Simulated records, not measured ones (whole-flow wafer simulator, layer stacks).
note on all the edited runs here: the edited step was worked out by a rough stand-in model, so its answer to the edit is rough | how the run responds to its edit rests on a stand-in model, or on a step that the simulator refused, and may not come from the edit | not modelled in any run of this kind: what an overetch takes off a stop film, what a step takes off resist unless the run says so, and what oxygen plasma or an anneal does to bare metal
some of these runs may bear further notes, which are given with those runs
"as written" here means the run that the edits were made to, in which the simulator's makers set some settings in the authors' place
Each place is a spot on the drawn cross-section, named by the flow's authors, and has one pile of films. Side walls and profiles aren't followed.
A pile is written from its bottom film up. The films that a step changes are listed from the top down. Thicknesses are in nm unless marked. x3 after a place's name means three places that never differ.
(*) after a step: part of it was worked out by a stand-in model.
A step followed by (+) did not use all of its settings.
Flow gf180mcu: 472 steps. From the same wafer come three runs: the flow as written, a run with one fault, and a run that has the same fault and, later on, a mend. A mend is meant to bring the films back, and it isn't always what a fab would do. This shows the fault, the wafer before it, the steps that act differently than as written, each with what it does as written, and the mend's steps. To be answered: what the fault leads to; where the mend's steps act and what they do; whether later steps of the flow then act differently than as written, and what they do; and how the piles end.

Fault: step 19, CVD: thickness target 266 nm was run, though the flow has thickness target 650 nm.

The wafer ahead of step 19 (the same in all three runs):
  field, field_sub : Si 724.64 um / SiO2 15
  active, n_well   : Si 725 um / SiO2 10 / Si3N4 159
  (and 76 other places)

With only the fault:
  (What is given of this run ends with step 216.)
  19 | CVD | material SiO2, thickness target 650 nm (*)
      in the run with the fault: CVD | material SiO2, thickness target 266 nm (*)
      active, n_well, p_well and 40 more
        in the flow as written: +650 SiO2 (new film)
        in the run with the fault: +266 SiO2 (new film)
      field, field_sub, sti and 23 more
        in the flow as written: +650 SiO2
        in the run with the fault: +266 SiO2
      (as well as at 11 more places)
  Steps later in the flow that act otherwise than as written (3 more steps, not shown, differ only slightly: by at most 2% or 0.5 nm, whichever is larger):
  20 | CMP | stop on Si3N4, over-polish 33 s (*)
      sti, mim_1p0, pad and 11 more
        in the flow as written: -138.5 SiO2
        in the run with the fault: nothing
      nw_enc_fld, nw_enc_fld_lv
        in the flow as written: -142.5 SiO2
        in the run with the fault: nothing
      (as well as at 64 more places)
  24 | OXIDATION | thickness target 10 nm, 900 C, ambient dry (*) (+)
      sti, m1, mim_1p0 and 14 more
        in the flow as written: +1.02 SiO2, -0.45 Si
        in the run with the fault: +1.96 SiO2, -0.86 Si
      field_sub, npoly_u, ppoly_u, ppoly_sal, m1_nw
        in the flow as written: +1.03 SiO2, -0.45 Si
        in the run with the fault: +1.96 SiO2, -0.86 Si
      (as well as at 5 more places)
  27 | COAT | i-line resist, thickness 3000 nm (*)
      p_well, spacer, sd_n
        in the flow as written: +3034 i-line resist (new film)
        in the run with the fault: +2801.8 i-line resist (new film)
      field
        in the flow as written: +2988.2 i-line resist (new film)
        in the run with the fault: +3106 i-line resist (new film)
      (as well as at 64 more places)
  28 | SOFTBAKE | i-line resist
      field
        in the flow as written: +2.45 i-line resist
        in the run with the fault: -14.8 i-line resist
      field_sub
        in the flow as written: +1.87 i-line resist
        in the run with the fault: -9.39 i-line resist
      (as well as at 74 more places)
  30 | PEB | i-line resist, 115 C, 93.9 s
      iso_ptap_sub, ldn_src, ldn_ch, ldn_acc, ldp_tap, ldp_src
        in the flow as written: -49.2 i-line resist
        in the run with the fault: -45.9 i-line resist
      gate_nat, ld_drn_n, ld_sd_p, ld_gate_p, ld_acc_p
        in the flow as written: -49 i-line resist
        in the run with the fault: -46.8 i-line resist
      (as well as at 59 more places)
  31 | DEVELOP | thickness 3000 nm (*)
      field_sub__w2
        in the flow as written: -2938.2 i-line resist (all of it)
        in the run with the fault: -3032.3 i-line resist (all of it)
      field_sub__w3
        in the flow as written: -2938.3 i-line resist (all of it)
        in the run with the fault: -3039.3 i-line resist (all of it)
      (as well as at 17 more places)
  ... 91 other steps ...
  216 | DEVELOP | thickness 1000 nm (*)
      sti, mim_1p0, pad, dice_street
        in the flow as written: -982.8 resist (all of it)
        in the run with the fault: -1007.7 resist (all of it)
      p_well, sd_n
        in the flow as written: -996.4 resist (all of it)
        in the run with the fault: -782.1 resist (all of it)
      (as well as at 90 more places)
  Once step 216 is done, the piles at field, field__w1, field__w2 and 54 more depart from the flow's by more than 2% or 0.5 nm, whichever is larger.
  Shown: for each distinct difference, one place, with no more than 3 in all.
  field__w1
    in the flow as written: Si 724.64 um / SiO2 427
    in the run with the fault: Si 724.63 um / SiO2 139.9 / poly-Si 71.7 / SiO2 55.8
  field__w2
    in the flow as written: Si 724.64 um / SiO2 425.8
    in the run with the fault: Si 724.63 um / SiO2 139.9 / poly-Si 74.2 / SiO2 55.8
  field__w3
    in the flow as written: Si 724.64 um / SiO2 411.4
    in the run with the fault: Si 724.63 um / SiO2 125.6 / poly-Si 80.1 / SiO2 55.2

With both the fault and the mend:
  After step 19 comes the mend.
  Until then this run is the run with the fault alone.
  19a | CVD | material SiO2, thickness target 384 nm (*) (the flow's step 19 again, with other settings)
      field, field_sub, active and 76 more
        +384 SiO2
      m1
        +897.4 SiO2
  None of the later steps of the flow differs from how it acts as written, at any place that is followed, by more than 2% or 0.5 nm, whichever is larger.
  At the end the piles are close to the flow's at the places that both follow, differing by at most 2% or 0.5 nm, whichever is larger.
